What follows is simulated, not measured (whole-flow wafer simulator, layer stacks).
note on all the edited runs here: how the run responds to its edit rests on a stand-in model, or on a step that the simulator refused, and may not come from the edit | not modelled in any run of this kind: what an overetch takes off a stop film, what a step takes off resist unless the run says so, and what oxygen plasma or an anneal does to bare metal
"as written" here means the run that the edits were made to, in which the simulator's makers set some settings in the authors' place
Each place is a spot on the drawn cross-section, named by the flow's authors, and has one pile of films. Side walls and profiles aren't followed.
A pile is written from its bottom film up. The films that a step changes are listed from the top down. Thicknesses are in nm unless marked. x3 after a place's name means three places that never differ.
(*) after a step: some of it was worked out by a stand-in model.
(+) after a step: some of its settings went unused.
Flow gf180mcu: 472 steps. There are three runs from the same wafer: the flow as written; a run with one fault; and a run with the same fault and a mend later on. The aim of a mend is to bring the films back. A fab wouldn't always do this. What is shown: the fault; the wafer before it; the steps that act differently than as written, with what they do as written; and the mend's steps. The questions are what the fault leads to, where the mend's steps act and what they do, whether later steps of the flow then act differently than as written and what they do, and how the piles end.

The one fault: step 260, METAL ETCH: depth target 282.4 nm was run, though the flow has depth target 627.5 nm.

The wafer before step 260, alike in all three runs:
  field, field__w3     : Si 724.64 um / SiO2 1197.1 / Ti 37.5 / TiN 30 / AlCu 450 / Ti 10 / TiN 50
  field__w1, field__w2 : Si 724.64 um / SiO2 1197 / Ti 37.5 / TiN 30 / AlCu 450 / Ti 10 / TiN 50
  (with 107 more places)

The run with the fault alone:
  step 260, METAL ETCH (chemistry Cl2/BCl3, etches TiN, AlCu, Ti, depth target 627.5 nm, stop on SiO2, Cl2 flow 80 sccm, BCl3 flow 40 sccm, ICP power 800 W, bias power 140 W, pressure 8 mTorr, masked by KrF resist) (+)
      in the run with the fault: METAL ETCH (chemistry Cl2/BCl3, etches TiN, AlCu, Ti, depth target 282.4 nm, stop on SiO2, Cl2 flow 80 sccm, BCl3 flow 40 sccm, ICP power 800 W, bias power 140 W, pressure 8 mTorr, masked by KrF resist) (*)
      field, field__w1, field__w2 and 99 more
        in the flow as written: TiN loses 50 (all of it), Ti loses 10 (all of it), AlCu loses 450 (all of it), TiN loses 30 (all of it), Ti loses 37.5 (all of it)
        in the run with the fault: TiN loses 50 (all of it), Ti loses 10 (all of it), AlCu loses 222.4
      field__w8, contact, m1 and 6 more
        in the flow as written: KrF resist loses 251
        in the run with the fault: KrF resist loses 113
  Steps later in the flow that act otherwise than as written:
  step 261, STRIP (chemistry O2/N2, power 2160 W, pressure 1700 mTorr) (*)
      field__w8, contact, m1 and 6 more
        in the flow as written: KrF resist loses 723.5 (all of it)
        in the run with the fault: KrF resist loses 861.6 (all of it)
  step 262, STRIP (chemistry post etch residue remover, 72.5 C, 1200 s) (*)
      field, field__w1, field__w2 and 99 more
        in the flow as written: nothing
        in the run with the fault: AlCu loses 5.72
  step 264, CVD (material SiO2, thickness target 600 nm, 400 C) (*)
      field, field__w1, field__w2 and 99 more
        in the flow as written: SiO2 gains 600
        in the run with the fault: SiO2 gains 600 (new film)
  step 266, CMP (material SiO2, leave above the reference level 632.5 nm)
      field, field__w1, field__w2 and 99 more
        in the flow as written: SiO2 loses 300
        in the run with the fault: SiO2 loses 589.4
  At field, field__w1, field__w2 and 100 more, the piles at the end differ from the flow's by more than 2% or 0.5 nm, whichever is larger.
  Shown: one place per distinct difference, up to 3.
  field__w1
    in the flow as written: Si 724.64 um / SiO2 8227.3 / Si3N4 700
    in the run with the fault: Si 724.64 um / SiO2 1197 / Ti 37.5 / TiN 30 / AlCu 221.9 / SiO2 6740.9 / Si3N4 700
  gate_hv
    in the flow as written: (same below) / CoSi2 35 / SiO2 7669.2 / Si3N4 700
    in the run with the fault: (same below) / CoSi2 35 / SiO2 638.9 / Ti 37.5 / TiN 30 / AlCu 221.9 / SiO2 6740.9 / Si3N4 700
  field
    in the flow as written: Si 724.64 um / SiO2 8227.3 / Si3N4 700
    in the run with the fault: Si 724.64 um / SiO2 1197.1 / Ti 37.5 / TiN 30 / AlCu 221.9 / SiO2 6740.9 / Si3N4 700

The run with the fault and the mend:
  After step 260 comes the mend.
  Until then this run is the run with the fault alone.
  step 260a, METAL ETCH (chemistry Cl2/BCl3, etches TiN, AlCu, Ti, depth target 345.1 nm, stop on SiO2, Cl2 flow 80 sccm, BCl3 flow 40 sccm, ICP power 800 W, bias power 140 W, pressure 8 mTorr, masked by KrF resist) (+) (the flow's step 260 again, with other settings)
      field, field__w1, field__w2 and 99 more
        AlCu loses 227.6 (all of it), TiN loses 30 (all of it), Ti loses 37.5 (all of it)
      field__w8, contact, m1 and 6 more
        KrF resist loses 138
  None of the later steps of the flow acts differently than as written at any place that is followed.
  The piles end the same as the flow's at every place that both follow.
